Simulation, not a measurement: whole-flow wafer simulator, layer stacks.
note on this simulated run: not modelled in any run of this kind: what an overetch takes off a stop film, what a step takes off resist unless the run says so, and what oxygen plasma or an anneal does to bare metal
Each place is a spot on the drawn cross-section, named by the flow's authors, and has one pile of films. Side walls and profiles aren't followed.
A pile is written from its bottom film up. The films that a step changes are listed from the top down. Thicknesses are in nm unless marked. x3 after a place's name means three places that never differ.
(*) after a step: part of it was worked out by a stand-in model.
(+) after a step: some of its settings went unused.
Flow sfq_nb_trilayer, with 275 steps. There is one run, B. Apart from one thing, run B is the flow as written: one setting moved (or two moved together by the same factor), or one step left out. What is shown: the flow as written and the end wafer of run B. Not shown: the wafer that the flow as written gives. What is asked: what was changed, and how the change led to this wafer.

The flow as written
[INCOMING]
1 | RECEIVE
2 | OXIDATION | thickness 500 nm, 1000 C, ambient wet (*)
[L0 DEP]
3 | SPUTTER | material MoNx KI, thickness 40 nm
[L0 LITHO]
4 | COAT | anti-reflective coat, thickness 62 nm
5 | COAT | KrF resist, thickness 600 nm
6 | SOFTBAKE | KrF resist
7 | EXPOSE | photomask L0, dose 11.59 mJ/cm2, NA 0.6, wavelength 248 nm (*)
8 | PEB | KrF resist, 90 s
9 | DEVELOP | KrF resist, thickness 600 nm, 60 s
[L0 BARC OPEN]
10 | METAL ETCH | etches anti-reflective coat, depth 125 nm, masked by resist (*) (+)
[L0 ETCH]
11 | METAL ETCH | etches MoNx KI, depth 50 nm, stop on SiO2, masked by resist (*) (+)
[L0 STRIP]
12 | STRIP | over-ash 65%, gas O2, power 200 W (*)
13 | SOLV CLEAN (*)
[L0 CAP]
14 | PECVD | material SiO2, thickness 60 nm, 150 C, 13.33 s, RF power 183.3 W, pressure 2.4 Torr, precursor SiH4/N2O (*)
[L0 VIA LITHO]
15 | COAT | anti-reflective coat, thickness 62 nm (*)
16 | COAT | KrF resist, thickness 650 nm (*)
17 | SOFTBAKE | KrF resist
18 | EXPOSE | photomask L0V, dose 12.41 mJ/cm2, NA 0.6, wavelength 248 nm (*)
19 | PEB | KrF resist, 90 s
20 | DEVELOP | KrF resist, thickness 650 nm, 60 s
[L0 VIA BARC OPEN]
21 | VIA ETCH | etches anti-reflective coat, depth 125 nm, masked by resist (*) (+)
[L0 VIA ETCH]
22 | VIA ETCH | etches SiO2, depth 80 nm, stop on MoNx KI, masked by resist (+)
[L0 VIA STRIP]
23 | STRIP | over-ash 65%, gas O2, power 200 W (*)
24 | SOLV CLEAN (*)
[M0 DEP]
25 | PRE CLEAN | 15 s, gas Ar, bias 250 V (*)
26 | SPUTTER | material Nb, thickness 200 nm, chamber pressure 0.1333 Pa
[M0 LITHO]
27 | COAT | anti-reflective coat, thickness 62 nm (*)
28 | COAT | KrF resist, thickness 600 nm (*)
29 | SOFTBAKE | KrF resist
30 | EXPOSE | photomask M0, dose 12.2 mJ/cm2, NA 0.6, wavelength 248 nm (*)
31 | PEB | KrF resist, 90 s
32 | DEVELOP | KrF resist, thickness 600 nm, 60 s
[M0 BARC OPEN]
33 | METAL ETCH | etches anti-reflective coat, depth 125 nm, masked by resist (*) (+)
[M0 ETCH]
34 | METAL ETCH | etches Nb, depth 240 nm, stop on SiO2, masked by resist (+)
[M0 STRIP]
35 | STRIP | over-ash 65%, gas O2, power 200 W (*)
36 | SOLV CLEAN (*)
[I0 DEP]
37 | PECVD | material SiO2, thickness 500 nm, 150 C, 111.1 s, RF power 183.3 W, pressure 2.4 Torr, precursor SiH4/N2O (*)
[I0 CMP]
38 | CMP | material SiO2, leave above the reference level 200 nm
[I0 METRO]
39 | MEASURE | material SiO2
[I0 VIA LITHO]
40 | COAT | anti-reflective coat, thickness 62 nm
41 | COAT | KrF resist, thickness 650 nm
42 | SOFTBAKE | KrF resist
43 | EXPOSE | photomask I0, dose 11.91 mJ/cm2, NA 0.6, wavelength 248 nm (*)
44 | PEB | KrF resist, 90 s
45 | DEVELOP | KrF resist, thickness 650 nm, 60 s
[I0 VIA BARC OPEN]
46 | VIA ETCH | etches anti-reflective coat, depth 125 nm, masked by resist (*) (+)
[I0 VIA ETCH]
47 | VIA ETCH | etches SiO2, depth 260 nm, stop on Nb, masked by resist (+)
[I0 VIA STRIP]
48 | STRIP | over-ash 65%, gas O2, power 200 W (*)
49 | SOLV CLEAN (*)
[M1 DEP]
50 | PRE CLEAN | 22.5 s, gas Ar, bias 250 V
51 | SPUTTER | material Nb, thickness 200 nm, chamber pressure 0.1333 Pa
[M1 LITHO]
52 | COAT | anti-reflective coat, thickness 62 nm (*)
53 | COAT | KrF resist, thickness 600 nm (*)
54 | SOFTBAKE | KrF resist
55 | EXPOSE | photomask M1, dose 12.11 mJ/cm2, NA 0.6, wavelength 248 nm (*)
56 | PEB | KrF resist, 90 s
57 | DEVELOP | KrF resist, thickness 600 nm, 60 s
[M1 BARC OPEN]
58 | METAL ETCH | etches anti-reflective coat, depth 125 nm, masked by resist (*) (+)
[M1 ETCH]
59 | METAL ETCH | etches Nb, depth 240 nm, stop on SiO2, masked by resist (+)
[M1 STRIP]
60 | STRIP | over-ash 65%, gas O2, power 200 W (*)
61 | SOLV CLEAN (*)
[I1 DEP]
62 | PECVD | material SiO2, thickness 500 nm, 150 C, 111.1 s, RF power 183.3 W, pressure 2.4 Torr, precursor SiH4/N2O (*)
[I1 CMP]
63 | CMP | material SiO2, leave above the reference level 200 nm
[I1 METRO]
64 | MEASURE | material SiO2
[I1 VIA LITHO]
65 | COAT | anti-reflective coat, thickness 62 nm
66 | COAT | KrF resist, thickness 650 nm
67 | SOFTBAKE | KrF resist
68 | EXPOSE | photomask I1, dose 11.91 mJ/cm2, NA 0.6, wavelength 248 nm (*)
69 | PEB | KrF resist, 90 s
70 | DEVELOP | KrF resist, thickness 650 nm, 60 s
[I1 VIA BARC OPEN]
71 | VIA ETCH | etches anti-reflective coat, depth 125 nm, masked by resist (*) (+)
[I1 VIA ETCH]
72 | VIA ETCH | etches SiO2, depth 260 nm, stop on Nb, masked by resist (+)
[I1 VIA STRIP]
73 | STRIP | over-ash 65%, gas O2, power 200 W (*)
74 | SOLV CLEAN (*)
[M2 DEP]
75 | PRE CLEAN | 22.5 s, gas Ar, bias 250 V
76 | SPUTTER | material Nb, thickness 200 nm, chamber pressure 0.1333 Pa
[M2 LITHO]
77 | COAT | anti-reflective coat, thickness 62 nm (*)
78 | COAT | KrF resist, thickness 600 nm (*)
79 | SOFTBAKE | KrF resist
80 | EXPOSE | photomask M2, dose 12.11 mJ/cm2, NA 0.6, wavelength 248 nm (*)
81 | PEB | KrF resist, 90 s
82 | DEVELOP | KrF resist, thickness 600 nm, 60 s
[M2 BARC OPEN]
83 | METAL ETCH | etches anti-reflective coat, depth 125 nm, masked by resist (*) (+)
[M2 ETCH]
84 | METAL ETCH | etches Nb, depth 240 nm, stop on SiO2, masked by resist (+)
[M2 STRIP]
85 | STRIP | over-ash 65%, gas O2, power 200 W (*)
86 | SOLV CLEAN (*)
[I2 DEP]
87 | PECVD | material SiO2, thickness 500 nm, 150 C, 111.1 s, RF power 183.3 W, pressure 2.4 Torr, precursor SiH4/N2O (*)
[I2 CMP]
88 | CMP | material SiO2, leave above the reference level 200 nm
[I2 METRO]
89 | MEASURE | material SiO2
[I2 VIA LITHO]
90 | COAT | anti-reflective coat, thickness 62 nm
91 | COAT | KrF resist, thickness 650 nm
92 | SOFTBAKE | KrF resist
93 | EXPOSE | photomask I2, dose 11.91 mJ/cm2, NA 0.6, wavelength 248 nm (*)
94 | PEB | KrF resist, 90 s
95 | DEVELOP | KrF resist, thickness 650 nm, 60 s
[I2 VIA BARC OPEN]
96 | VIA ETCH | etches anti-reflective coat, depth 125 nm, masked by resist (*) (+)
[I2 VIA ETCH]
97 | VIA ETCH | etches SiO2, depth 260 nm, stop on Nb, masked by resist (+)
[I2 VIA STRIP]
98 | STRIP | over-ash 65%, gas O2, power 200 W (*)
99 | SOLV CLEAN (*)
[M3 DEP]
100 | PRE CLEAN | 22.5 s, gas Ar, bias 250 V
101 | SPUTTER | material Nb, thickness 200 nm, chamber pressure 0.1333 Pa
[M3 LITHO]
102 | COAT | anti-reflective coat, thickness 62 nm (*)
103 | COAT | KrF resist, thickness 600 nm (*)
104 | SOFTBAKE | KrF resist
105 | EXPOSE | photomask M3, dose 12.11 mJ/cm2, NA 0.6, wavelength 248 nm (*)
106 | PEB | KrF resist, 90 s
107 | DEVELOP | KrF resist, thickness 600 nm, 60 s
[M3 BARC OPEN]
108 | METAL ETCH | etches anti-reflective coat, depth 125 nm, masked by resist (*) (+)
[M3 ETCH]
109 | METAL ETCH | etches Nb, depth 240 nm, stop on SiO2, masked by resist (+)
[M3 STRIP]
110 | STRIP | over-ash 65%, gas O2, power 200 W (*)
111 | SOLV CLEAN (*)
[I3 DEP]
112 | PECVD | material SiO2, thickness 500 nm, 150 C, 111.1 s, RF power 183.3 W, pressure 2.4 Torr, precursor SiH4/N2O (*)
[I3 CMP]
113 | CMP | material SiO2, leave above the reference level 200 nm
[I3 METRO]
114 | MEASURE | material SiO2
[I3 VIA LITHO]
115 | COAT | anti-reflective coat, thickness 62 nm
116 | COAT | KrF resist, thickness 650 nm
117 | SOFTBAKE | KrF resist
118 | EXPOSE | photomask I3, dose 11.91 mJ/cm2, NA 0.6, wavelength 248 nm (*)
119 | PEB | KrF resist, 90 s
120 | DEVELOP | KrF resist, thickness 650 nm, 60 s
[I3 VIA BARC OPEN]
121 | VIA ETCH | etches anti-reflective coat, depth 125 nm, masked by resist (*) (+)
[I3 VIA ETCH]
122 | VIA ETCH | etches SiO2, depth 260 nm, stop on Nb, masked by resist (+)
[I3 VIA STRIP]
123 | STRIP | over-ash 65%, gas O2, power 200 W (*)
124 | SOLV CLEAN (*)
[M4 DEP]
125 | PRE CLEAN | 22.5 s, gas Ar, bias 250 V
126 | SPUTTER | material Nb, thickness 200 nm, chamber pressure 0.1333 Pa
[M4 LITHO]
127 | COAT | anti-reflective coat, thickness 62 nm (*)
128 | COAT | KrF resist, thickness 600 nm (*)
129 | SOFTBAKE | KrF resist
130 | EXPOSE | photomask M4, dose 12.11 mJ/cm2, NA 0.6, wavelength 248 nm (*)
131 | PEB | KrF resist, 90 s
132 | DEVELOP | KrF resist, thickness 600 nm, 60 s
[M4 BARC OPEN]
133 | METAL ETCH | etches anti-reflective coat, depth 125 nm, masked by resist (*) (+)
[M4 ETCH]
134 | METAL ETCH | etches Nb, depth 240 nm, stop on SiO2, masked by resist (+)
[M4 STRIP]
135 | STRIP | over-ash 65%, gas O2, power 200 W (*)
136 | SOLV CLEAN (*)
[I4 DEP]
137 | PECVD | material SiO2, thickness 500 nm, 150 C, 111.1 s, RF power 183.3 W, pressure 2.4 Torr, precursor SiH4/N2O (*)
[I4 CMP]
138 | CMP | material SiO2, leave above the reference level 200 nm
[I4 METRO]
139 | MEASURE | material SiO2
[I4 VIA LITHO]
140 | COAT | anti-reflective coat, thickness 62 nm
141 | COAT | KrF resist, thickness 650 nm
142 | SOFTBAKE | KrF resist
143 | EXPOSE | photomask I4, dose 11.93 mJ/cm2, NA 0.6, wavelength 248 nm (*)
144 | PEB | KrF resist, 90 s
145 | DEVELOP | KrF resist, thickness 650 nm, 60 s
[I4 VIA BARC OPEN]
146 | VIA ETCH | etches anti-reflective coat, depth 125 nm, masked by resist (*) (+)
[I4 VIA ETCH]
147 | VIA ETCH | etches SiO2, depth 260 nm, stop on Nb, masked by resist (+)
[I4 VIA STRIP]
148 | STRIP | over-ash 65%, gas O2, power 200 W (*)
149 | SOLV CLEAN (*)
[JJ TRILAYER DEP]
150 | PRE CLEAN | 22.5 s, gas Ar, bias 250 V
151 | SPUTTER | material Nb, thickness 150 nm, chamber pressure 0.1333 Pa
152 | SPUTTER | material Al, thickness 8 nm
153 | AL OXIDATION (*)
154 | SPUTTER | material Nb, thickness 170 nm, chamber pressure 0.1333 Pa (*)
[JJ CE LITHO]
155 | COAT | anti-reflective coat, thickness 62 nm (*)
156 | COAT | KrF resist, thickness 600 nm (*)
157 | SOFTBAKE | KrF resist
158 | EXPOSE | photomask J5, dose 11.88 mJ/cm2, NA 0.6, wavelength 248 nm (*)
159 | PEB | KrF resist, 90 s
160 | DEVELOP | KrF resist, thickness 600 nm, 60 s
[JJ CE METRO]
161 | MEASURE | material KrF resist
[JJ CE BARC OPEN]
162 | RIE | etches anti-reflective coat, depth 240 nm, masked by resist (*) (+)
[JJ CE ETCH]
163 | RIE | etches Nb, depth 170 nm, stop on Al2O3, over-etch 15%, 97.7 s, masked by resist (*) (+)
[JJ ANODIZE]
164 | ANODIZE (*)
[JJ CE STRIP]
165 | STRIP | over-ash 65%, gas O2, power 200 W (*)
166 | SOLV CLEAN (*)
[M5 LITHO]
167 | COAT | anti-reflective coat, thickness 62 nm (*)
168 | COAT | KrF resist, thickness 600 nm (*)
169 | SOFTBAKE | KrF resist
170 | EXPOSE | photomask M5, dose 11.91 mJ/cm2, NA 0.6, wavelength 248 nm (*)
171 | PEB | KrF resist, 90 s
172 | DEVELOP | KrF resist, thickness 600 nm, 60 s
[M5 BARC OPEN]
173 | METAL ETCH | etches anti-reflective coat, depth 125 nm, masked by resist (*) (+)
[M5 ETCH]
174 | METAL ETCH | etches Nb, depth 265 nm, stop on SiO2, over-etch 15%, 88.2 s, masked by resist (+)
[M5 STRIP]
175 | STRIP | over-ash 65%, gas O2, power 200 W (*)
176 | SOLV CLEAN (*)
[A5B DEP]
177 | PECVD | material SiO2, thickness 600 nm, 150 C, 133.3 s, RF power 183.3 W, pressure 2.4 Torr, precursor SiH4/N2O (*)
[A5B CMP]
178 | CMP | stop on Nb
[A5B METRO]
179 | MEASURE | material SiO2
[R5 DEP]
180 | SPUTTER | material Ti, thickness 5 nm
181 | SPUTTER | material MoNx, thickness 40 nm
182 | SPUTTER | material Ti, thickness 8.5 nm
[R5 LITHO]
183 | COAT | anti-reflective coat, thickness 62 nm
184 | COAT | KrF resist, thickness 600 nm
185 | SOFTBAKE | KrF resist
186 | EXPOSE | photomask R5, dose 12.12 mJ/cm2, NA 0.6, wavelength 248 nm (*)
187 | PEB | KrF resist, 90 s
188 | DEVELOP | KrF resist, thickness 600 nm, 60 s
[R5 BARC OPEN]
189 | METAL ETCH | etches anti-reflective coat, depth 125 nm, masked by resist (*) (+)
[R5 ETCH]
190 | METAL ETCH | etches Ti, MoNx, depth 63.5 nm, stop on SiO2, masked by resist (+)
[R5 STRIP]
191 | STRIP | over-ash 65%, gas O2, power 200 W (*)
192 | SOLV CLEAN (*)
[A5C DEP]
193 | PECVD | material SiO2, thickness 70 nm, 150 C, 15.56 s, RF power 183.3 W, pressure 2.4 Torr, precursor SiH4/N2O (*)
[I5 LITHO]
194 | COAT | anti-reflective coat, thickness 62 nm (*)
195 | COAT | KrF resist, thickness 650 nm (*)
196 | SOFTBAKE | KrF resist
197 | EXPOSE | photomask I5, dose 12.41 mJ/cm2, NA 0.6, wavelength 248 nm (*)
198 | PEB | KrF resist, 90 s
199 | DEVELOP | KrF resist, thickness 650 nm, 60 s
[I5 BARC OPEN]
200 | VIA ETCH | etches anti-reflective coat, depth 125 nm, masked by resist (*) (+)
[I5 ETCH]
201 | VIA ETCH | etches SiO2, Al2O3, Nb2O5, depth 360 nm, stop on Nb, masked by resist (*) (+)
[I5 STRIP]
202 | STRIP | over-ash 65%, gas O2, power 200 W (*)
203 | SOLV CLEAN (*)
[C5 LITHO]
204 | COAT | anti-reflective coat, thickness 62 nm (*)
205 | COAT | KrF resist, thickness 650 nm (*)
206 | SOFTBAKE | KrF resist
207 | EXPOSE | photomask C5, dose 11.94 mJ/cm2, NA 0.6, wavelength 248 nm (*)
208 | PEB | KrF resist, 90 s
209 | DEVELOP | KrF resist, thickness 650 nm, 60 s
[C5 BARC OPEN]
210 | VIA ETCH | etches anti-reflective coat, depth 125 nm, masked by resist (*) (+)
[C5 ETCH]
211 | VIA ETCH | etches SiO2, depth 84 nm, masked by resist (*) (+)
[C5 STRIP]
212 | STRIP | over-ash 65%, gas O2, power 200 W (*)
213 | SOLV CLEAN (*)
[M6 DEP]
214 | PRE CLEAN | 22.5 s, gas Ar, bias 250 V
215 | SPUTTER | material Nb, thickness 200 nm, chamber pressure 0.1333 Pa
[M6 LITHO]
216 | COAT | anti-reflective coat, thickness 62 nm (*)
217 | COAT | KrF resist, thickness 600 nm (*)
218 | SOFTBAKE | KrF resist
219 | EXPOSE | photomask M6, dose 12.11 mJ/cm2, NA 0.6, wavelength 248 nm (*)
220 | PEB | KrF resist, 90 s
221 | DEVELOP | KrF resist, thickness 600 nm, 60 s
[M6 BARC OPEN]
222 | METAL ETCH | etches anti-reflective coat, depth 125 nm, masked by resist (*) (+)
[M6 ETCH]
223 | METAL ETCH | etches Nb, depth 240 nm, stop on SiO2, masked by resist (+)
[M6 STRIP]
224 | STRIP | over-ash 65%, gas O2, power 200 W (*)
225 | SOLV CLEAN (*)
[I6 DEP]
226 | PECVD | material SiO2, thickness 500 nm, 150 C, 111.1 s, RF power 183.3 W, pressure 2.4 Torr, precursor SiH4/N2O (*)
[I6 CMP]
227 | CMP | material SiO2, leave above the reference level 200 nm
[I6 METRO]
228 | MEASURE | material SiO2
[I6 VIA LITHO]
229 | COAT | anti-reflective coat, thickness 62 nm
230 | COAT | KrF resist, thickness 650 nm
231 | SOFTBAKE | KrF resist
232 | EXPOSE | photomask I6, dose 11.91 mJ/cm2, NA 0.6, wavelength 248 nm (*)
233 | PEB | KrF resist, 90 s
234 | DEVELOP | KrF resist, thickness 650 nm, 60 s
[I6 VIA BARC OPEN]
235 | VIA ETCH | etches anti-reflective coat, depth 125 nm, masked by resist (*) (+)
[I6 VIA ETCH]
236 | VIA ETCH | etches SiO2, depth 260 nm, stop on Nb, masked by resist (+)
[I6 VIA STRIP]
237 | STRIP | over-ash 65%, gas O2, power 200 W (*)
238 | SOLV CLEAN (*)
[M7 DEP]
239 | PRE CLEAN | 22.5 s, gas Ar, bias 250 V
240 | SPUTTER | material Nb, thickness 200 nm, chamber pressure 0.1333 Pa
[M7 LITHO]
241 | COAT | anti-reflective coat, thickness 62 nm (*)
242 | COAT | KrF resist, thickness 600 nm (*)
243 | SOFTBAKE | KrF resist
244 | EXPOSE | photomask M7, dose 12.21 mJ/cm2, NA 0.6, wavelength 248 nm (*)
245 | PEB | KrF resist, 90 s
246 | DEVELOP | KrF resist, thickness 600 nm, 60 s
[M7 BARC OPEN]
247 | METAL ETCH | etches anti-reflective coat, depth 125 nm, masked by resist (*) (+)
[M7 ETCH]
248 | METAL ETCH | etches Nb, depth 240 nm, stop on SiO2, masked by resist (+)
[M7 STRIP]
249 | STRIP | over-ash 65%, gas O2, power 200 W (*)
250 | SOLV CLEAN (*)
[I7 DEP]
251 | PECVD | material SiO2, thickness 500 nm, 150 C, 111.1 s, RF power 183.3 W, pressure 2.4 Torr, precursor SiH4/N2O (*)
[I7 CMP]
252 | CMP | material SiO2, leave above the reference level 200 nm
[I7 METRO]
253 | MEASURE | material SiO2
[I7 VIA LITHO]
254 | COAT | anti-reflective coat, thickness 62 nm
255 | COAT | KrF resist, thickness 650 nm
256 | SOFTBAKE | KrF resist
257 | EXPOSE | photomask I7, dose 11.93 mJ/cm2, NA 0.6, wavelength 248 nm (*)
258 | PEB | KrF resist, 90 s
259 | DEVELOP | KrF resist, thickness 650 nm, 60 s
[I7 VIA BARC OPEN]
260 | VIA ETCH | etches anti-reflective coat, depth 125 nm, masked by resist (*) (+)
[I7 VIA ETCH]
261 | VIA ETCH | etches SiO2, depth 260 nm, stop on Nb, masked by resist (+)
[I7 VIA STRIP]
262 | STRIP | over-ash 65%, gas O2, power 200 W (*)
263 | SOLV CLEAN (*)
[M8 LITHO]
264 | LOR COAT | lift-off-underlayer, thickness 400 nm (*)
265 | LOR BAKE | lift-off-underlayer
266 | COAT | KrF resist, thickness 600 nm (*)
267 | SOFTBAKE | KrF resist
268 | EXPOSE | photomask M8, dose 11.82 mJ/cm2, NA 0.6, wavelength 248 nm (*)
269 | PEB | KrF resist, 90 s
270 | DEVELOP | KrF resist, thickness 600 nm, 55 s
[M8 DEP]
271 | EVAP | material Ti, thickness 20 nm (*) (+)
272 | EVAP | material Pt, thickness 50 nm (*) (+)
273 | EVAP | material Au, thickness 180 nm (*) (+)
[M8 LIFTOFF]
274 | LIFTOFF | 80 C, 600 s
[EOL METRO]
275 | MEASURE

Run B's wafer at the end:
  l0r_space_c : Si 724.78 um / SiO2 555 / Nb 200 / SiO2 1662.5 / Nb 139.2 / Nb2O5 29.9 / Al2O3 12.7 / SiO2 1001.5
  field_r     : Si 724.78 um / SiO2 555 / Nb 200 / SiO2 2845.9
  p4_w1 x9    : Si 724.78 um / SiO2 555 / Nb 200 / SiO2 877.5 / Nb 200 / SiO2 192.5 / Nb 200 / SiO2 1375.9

The reason: step 88, CMP: leave above the reference level 100 nm was run, though the flow has leave above the reference level 200 nm.

How this came from the change, step by step:
  88 | CMP | material SiO2, leave above the reference level 200 nm
      field_l, be, be_sur and 81 more: SiO2 loses 200 (it would be, as written: SiO2 loses 100)
      v_sur, via_wl, via_w and 18 more: SiO2 loses 400 (it would be, as written: SiO2 loses 300)
      (and at 1 other place as well)
  97 | VIA ETCH | etches SiO2, depth 260 nm, stop on Nb, masked by resist (+)
      field_l, v_sur, via_wl and 102 more: KrF resist loses 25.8 (it would be, as written: KrF resist loses 44.8)
      via_w: SiO2 loses 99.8 (all of it) (it would be, as written: SiO2 loses 199.8 (all of it))
  98 | STRIP | over-ash 65%, gas O2, power 200 W (*)
      field_l, v_sur, via_wl and 102 more: KrF resist loses 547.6 (all of it), anti-reflective coat loses 62 (all of it) (it would be, as written: KrF resist loses 528.6 (all of it), anti-reflective coat loses 62 (all of it))
  101 | SPUTTER | material Nb, thickness 200 nm, chamber pressure 0.1333 Pa
      via_w: Nb gains 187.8 (it would be, as written: Nb gains 165.5)
  102 | COAT | anti-reflective coat, thickness 62 nm (*)
      v_sur: anti-reflective coat gains 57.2 (new film) (it would be, as written: anti-reflective coat gains 61.1 (new film))
      via_w: anti-reflective coat gains 105 (new film) (it would be, as written: anti-reflective coat gains 124.8 (new film))
      (and at 1 other place as well)
  103 | COAT | KrF resist, thickness 600 nm (*)
      via_w: KrF resist gains 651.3 (new film) (it would be, as written: KrF resist gains 737.9 (new film))
  110 | STRIP | over-ash 65%, gas O2, power 200 W (*)
      v_sur: KrF resist loses 377.1 (all of it), anti-reflective coat loses 57.2 (all of it) (it would be, as written: KrF resist loses 365.3 (all of it), anti-reflective coat loses 61.1 (all of it))
      via_wl: KrF resist loses 396 (all of it), anti-reflective coat loses 34.4 (all of it) (it would be, as written: KrF resist loses 384.2 (all of it), anti-reflective coat loses 34.2 (all of it))
      (and at 3 other places as well)
  112 | PECVD | material SiO2, thickness 500 nm, 150 C, 111.1 s, RF power 183.3 W, pressure 2.4 Torr, precursor SiH4/N2O (*)
      via_w: SiO2 gains 500 (new film) (it would be, as written: SiO2 gains 615 (new film))
  113 | CMP | material SiO2, leave above the reference level 200 nm
      via_w: SiO2 loses 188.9 (it would be, as written: SiO2 loses 181.6)
